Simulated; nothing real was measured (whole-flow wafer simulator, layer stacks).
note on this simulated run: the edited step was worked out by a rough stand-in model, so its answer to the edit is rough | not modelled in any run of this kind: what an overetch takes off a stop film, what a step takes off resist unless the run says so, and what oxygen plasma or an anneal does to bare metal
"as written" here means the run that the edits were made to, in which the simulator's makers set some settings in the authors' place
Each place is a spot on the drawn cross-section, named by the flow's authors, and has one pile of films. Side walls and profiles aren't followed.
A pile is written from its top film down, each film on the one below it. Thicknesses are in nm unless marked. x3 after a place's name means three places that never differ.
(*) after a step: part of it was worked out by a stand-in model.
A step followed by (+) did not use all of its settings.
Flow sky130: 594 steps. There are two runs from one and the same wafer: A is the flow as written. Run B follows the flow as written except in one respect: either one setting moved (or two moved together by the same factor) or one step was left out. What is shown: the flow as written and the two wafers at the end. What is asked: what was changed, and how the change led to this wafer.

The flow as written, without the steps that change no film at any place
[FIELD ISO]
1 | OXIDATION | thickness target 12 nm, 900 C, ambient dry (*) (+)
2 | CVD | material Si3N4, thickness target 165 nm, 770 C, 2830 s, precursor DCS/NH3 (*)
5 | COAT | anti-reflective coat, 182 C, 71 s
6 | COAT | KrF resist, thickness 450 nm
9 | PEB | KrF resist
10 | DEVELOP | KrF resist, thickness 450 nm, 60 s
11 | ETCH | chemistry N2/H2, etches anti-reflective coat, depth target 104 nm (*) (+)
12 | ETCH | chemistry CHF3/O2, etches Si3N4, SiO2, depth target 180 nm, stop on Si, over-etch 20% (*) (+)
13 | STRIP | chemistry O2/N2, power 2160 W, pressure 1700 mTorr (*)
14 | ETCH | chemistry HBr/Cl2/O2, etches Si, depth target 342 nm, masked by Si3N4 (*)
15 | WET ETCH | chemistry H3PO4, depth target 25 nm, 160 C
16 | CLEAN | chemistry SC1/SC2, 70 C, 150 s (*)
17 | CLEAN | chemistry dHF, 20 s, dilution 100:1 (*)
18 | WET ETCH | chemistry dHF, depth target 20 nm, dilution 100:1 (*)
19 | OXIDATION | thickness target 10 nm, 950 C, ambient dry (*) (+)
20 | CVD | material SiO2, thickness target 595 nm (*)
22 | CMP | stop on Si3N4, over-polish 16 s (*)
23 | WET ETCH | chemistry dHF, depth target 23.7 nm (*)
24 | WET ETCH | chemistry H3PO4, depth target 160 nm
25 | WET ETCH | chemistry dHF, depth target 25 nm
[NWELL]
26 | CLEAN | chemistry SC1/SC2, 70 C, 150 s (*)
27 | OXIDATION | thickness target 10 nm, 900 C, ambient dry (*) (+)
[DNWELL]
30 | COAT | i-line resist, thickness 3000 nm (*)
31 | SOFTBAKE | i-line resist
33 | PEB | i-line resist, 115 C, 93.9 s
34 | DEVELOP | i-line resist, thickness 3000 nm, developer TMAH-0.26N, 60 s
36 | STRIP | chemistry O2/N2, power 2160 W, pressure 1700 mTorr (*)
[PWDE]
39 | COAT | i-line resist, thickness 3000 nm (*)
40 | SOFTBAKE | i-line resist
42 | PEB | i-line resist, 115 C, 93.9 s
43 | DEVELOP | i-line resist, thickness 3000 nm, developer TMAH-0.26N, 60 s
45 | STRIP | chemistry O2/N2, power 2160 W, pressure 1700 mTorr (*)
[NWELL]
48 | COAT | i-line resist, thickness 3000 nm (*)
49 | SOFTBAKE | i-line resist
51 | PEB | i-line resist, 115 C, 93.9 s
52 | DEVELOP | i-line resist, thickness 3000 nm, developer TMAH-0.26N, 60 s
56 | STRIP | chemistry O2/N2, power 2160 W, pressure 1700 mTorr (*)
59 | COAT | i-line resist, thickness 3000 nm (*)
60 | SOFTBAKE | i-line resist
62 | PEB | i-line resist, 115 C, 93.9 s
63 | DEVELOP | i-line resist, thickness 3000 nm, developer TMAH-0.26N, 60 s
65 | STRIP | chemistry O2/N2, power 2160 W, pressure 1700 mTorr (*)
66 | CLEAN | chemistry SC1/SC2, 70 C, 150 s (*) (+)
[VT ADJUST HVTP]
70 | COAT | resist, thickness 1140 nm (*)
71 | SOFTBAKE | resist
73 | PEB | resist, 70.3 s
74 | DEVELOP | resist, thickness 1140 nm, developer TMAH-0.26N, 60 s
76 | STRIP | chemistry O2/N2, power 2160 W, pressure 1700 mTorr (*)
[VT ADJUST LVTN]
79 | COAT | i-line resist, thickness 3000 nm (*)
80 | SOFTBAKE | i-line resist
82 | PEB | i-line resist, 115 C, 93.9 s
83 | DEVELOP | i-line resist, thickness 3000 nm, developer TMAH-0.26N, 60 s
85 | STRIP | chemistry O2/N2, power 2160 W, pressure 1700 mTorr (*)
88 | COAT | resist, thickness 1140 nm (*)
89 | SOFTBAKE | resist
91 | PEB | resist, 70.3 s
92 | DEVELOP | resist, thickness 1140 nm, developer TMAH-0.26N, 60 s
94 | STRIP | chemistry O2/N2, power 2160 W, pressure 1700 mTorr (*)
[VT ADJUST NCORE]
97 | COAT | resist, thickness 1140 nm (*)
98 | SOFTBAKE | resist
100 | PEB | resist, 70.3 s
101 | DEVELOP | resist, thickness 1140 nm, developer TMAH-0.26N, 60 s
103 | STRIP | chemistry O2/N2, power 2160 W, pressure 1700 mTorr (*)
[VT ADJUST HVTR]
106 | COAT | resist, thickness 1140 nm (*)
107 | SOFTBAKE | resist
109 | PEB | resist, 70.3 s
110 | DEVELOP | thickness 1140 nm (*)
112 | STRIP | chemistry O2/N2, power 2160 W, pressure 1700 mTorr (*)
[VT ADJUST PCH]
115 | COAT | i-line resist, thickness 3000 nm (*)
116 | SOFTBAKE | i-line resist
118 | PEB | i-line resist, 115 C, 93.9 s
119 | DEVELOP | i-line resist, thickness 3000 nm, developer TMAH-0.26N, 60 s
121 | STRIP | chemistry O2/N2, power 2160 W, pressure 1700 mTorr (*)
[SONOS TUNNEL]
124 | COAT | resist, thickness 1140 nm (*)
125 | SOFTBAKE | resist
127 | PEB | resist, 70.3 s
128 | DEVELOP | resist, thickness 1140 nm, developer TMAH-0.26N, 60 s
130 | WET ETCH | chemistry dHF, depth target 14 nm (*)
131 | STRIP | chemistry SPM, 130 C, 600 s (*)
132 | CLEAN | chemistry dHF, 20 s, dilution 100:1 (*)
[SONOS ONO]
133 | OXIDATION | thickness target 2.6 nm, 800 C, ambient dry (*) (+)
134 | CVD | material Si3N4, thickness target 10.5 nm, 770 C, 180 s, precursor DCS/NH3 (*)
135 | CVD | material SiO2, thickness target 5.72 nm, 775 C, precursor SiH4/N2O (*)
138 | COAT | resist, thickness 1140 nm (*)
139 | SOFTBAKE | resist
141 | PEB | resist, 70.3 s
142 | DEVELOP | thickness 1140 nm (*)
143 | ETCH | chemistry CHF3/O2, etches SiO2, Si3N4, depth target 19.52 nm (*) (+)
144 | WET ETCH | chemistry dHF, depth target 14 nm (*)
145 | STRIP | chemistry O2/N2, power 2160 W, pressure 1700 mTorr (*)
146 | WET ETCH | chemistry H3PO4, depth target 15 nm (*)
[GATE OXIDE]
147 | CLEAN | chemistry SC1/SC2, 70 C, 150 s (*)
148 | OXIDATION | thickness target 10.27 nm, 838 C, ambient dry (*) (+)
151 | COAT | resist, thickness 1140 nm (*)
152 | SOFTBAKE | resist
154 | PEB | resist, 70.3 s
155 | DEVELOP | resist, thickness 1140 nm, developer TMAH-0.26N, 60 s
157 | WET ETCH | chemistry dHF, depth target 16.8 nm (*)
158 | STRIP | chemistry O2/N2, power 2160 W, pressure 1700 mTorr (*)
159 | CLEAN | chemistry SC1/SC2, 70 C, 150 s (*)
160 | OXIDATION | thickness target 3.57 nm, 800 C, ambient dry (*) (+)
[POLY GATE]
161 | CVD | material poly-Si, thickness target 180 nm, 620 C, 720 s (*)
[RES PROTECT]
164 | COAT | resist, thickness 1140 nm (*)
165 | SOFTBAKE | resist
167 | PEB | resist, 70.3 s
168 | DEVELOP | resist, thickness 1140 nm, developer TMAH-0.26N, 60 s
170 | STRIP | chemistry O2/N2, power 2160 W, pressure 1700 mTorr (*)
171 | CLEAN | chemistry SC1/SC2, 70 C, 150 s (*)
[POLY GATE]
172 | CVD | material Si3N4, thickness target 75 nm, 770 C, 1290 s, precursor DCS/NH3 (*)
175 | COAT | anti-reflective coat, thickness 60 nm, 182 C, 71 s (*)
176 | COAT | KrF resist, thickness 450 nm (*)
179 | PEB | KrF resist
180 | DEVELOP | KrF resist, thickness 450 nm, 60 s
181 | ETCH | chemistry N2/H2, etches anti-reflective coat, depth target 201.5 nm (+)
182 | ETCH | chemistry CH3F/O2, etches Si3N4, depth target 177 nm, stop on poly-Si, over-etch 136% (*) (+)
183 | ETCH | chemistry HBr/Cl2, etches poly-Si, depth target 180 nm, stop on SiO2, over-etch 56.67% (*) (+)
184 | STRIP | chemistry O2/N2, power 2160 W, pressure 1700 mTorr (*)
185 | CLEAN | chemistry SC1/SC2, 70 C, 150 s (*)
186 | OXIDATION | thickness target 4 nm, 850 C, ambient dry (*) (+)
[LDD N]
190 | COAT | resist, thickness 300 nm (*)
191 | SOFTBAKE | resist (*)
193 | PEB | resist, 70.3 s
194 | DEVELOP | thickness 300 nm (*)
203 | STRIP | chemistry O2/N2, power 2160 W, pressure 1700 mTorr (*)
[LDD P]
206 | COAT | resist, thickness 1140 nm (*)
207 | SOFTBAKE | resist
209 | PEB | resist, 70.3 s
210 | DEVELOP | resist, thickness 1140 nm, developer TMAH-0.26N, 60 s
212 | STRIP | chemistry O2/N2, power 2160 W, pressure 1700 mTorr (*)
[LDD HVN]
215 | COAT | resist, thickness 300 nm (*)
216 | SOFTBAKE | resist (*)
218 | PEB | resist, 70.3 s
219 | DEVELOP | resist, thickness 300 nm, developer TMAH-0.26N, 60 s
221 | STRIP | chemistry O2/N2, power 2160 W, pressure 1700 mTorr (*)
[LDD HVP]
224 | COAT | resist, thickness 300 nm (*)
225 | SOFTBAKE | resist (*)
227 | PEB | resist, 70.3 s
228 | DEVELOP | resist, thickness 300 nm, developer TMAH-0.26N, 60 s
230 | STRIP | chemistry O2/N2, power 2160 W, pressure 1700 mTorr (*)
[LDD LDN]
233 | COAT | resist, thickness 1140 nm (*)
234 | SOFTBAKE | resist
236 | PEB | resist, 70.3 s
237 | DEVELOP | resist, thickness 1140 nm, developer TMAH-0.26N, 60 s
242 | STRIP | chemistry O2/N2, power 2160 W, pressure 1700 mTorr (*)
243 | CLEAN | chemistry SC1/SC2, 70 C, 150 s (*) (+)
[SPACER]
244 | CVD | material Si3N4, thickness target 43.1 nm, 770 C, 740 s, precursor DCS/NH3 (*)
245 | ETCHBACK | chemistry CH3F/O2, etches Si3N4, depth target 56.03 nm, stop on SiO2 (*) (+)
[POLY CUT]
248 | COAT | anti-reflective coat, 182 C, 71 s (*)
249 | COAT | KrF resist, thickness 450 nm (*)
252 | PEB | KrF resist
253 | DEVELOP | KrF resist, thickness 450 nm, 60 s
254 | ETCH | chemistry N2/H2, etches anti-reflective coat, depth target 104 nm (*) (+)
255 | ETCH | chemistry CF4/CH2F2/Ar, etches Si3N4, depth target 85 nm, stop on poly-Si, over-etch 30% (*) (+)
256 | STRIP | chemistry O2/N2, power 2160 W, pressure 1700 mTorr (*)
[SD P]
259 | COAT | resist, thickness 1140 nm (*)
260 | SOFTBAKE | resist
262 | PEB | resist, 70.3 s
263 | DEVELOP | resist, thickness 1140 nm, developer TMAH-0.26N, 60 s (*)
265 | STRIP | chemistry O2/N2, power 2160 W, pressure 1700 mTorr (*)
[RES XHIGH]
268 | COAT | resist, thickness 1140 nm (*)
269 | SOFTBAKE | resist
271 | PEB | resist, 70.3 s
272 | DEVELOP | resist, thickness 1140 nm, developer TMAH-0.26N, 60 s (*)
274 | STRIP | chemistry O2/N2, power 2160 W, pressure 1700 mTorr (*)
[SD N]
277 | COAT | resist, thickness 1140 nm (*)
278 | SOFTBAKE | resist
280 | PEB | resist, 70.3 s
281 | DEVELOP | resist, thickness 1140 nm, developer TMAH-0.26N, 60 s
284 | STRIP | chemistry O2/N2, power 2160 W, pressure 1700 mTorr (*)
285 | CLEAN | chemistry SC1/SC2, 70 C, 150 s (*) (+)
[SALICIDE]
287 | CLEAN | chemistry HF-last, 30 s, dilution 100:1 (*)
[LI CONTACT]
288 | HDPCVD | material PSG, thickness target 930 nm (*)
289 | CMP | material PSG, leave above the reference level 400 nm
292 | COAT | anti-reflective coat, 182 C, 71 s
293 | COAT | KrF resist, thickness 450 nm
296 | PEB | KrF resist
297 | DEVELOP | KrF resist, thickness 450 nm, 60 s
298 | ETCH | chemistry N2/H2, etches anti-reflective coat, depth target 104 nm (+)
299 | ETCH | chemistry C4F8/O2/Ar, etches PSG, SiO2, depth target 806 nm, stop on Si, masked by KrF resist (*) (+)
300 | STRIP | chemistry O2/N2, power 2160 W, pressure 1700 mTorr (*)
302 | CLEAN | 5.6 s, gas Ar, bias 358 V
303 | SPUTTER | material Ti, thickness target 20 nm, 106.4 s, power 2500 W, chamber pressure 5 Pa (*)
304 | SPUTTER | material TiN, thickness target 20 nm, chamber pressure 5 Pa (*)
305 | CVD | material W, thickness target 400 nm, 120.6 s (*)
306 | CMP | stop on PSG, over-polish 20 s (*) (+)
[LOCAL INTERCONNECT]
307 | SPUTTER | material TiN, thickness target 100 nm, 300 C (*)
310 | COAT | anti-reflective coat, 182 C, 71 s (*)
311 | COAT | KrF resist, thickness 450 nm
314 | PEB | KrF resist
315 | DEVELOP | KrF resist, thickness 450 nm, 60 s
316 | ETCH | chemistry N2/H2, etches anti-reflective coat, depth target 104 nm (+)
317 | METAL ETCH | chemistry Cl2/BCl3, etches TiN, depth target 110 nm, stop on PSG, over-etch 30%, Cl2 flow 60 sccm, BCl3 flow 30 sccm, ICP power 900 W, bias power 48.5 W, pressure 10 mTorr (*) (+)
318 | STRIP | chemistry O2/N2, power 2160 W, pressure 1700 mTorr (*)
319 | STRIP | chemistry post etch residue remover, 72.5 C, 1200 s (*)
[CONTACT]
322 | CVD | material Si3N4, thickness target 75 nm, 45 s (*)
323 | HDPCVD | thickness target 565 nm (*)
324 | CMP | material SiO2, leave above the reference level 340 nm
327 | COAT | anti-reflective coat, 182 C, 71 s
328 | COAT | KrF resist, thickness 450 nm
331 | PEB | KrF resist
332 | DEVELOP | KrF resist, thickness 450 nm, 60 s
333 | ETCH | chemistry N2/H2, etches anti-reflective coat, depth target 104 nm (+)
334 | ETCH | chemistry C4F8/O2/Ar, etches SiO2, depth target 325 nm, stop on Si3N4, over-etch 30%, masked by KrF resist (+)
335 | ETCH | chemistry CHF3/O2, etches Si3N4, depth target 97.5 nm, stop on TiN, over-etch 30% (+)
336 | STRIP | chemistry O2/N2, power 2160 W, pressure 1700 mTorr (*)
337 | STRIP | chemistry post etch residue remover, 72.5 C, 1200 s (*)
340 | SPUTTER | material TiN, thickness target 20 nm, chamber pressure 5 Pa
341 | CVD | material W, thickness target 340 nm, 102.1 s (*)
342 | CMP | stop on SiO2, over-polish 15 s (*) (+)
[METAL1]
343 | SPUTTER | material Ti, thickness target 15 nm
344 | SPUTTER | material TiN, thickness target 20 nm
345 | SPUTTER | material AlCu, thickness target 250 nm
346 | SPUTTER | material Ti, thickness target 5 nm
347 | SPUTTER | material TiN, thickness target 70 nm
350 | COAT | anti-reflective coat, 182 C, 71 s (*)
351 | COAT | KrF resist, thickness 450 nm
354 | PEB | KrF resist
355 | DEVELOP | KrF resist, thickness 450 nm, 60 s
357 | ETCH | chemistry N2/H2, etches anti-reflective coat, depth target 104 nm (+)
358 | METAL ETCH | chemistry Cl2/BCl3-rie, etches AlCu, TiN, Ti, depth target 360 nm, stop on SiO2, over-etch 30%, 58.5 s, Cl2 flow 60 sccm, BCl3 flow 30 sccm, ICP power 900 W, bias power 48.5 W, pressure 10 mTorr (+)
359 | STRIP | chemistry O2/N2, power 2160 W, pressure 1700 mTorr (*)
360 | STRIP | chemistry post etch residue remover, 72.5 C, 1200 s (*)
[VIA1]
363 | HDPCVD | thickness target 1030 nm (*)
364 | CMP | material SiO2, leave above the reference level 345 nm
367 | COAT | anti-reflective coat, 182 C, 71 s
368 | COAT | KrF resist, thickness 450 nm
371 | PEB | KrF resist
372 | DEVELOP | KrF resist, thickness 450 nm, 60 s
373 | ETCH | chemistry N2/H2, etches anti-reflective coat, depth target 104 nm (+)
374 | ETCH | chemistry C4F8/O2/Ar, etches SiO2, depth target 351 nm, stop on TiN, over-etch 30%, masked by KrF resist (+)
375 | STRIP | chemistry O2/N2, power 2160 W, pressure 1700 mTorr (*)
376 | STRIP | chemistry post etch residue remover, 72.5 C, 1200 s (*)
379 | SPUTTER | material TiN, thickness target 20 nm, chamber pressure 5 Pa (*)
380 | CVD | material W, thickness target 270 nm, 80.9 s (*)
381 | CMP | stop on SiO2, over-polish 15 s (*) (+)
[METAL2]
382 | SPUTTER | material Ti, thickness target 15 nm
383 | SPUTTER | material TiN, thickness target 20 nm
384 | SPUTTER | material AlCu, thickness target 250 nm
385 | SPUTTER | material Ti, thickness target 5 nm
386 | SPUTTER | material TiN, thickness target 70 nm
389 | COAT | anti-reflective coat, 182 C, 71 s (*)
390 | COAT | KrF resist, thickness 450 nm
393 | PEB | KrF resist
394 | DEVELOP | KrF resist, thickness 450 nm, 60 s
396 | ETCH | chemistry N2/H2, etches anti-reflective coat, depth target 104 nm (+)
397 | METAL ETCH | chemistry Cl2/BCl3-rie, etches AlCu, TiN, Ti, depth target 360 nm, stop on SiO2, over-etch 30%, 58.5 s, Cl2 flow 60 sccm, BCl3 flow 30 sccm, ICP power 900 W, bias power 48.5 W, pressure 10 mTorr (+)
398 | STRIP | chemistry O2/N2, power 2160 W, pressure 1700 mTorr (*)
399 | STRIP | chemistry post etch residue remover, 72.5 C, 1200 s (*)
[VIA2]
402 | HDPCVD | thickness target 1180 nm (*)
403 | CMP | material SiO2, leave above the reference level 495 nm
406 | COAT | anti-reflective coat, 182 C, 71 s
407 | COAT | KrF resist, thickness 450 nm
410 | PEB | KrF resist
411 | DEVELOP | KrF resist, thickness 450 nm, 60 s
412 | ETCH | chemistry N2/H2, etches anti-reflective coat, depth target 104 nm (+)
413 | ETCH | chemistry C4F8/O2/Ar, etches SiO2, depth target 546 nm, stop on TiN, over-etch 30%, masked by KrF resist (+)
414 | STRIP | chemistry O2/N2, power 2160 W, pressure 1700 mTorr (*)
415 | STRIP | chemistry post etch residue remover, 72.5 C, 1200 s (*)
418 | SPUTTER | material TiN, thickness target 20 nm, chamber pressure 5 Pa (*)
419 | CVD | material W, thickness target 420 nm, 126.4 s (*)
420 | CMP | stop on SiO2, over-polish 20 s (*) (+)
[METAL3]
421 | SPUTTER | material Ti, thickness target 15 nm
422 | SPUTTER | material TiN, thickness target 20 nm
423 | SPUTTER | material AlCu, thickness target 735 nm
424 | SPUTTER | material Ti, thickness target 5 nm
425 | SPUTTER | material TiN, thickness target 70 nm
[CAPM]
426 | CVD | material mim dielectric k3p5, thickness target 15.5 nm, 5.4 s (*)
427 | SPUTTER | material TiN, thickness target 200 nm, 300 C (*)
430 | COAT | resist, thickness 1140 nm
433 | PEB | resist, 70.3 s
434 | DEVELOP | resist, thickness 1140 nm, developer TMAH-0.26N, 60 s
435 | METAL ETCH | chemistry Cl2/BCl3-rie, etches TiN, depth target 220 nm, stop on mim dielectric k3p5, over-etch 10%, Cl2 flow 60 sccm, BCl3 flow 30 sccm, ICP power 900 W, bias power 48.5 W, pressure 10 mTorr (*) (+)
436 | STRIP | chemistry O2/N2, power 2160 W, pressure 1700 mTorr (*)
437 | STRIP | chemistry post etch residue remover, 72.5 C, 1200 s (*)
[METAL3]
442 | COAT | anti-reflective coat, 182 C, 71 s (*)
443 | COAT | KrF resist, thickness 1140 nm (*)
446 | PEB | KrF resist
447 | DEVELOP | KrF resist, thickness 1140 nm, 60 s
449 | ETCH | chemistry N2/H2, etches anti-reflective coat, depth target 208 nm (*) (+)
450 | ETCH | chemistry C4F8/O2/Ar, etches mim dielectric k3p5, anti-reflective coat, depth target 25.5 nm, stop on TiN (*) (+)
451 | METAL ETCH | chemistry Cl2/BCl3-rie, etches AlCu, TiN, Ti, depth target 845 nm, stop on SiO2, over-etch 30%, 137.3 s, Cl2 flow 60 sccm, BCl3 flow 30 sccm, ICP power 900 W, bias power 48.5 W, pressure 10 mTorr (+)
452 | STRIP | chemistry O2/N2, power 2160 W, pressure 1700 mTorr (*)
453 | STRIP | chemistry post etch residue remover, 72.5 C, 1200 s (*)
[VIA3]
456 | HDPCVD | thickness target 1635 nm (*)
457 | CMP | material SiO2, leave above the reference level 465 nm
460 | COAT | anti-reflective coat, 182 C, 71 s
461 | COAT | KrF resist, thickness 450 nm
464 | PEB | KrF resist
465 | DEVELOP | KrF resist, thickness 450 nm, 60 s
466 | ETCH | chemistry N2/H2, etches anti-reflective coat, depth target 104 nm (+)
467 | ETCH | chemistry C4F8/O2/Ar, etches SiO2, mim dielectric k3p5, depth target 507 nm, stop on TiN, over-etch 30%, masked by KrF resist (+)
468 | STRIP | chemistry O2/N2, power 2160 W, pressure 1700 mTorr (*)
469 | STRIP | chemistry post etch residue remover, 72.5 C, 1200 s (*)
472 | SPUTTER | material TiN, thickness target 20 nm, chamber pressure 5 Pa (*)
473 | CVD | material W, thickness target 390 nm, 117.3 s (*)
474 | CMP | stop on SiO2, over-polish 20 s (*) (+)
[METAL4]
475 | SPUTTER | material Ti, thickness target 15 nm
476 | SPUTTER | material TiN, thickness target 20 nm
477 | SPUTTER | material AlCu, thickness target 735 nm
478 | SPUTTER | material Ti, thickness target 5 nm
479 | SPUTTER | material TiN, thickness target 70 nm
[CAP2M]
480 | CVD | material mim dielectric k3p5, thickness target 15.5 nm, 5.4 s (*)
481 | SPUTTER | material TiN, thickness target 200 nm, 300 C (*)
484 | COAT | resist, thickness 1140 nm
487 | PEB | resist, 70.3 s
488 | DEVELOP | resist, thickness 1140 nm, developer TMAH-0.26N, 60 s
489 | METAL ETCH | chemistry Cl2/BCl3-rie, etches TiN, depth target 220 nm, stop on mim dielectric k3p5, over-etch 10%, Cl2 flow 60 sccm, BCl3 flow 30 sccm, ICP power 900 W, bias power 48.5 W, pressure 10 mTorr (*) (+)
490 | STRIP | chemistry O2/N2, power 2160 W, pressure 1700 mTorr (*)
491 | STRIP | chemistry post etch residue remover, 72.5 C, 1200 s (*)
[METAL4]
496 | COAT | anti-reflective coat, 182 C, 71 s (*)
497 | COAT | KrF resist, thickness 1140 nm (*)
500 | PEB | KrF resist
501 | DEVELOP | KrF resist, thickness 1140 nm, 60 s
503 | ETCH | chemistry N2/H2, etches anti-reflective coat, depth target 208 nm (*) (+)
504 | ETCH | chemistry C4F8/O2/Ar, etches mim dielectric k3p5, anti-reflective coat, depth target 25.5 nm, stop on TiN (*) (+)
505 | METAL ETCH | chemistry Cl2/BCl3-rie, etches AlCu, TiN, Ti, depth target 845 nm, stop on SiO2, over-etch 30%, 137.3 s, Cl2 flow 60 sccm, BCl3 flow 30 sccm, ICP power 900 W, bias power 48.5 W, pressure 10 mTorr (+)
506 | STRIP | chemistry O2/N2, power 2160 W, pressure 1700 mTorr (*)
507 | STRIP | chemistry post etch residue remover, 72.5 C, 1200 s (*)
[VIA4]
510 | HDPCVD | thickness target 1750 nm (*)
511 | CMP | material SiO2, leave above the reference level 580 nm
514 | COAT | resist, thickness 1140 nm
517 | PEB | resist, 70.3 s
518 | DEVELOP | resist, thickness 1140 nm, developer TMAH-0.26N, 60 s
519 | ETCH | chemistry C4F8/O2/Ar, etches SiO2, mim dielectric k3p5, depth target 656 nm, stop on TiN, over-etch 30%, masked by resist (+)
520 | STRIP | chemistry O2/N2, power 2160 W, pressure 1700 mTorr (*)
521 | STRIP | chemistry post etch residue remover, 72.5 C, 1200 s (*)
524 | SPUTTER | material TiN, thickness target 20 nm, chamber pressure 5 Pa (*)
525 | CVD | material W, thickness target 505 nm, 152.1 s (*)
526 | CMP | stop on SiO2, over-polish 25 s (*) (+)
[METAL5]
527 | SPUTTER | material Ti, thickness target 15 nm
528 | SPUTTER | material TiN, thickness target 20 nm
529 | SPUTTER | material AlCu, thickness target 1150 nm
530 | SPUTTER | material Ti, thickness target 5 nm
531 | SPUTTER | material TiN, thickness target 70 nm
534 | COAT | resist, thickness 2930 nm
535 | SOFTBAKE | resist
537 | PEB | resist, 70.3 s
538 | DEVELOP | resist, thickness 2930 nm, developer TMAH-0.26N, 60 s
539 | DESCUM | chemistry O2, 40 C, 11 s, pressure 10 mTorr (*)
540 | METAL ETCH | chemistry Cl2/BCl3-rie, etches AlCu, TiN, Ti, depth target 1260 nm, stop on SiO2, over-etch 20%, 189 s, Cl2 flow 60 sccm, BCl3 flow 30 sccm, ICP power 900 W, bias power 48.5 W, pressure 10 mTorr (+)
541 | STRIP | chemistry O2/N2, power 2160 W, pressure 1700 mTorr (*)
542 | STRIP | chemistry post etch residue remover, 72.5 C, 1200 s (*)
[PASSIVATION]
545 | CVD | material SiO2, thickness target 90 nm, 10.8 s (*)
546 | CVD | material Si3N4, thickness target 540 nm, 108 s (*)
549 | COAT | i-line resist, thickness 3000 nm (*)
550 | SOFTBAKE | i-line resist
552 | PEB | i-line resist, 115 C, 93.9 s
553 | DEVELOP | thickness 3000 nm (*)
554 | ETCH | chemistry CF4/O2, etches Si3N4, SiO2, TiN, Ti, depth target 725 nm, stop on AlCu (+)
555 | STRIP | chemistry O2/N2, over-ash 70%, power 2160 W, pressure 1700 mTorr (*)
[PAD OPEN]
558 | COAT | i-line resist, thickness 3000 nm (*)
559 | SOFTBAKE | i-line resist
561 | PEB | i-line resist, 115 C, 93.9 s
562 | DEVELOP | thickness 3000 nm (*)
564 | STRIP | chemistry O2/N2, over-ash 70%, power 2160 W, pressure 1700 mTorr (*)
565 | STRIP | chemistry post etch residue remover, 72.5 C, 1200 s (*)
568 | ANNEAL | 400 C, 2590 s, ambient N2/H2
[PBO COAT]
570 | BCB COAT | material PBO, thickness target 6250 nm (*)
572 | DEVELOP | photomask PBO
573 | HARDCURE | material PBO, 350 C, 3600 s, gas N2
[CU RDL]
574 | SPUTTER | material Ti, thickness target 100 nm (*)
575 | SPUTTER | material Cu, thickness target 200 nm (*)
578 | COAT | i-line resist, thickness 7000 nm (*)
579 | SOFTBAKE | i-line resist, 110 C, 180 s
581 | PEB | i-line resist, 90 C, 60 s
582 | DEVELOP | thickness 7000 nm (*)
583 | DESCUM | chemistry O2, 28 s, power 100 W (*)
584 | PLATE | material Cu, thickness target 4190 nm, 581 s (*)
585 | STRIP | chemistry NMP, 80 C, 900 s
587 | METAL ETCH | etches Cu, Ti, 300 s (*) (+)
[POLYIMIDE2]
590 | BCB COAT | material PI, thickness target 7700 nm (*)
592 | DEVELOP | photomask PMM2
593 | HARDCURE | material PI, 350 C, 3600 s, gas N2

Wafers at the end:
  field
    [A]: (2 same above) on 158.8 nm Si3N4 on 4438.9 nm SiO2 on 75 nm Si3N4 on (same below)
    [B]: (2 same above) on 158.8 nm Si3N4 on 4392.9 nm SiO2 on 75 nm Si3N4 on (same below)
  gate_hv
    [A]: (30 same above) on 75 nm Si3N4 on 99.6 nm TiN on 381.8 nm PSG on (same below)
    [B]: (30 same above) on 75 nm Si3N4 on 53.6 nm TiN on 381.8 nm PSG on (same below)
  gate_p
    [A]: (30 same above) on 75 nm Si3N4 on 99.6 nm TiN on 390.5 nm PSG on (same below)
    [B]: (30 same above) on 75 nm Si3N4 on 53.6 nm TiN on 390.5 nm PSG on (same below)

The reason: step 307, SPUTTER: thickness target 54 nm was run, whereas the flow has thickness target 100 nm.

The path from the change to this, step by step:
  307 | SPUTTER | material TiN, thickness target 100 nm, 300 C (*)
      field, active, n_well and 188 more: A TiN gains 100 (new film) | B TiN gains 54 (new film)
  317 | METAL ETCH | chemistry Cl2/BCl3, etches TiN, depth target 110 nm, stop on PSG, over-etch 30%, Cl2 flow 60 sccm, BCl3 flow 30 sccm, ICP power 900 W, bias power 48.5 W, pressure 10 mTorr (*) (+)
      n_well, p_well, gate_hv and 97 more: A KrF resist loses 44 | B KrF resist loses 27.4
      field, active, gate and 88 more: A TiN loses 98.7 (all of it) | B TiN loses 52.7 (all of it)
  318 | STRIP | chemistry O2/N2, power 2160 W, pressure 1700 mTorr (*)
      n_well, p_well, gate_hv and 92 more: A KrF resist loses 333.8 (all of it), anti-reflective coat loses 80 (all of it) | B KrF resist loses 350.4 (all of it), anti-reflective coat loses 80 (all of it)
      poly_licon, ndiff_licon, ndiff_licon_cpp, rpo_hd_licon: A KrF resist loses 333.9 (all of it), anti-reflective coat loses 80.5 (all of it) | B KrF resist loses 350.5 (all of it), anti-reflective coat loses 80.5 (all of it)
      (and at 1 other place as well)
  324 | CMP | material SiO2, leave above the reference level 340 nm
      field, active, gate and 88 more: A SiO2 loses 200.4 | B SiO2 loses 246.4
